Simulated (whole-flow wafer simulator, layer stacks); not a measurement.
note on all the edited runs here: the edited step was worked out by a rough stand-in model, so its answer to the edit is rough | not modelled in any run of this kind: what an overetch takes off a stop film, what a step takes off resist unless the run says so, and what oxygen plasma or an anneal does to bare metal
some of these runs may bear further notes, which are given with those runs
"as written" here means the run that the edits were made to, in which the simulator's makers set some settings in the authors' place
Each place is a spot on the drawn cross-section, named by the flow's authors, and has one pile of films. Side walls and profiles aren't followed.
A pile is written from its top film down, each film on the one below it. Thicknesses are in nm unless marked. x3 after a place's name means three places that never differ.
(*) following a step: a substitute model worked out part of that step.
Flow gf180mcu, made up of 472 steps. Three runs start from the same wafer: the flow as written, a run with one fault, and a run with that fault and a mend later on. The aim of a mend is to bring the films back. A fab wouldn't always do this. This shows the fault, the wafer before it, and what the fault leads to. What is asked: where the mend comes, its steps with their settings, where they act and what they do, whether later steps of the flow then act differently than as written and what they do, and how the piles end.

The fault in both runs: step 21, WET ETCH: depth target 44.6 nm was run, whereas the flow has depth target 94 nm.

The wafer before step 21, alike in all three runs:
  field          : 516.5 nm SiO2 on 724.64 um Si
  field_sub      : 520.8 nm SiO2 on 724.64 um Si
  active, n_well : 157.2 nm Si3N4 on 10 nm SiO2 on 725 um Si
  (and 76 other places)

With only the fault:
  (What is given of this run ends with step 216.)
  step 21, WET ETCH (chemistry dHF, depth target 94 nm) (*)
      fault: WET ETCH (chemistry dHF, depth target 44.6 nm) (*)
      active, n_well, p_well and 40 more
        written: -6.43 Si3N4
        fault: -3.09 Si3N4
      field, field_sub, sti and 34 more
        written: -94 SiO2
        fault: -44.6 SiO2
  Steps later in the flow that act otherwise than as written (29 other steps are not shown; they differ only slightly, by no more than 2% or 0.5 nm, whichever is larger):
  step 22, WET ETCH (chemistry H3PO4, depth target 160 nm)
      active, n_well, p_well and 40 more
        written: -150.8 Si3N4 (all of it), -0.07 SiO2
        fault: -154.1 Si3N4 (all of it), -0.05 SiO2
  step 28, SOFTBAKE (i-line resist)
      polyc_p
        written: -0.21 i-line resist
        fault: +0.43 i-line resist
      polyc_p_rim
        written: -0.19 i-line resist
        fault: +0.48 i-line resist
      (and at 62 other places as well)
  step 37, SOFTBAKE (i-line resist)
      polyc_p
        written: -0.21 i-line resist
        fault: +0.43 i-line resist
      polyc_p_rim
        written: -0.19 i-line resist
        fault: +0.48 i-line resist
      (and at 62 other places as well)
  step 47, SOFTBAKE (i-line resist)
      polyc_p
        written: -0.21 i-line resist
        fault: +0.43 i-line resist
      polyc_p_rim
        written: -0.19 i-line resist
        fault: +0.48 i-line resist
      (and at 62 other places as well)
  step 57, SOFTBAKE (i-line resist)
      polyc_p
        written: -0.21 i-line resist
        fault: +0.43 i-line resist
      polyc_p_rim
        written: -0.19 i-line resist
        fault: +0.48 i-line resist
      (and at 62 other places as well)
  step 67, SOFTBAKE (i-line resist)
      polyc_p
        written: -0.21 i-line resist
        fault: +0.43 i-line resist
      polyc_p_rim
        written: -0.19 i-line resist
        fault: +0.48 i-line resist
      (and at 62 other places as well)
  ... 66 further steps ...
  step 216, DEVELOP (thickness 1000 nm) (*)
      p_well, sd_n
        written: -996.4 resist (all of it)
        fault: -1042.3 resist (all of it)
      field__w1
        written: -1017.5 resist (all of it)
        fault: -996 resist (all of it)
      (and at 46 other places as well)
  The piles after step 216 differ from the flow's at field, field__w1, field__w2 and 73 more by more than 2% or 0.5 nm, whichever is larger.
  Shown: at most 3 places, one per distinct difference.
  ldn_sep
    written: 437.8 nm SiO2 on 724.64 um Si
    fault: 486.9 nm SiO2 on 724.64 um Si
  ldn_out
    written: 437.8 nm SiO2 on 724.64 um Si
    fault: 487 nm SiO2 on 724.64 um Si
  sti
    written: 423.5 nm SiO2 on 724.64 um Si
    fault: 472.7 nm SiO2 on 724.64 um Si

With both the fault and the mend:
  The mend follows step 21.
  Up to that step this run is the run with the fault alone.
  step 21a, WET ETCH (chemistry dHF, depth target 49.4 nm) (the flow's step 21 again, with other settings)
      field, field_sub, sti and 34 more
        -49.4 SiO2
  Steps later in the flow that act otherwise than as written (7 other steps are not shown; they differ only slightly, by no more than 2% or 0.5 nm, whichever is larger):
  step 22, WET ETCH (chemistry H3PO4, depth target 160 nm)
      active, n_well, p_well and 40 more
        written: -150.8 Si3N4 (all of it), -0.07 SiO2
        mend: -154.1 Si3N4 (all of it), -0.05 SiO2
  By the end, the piles equal the flow's at every place that both follow.
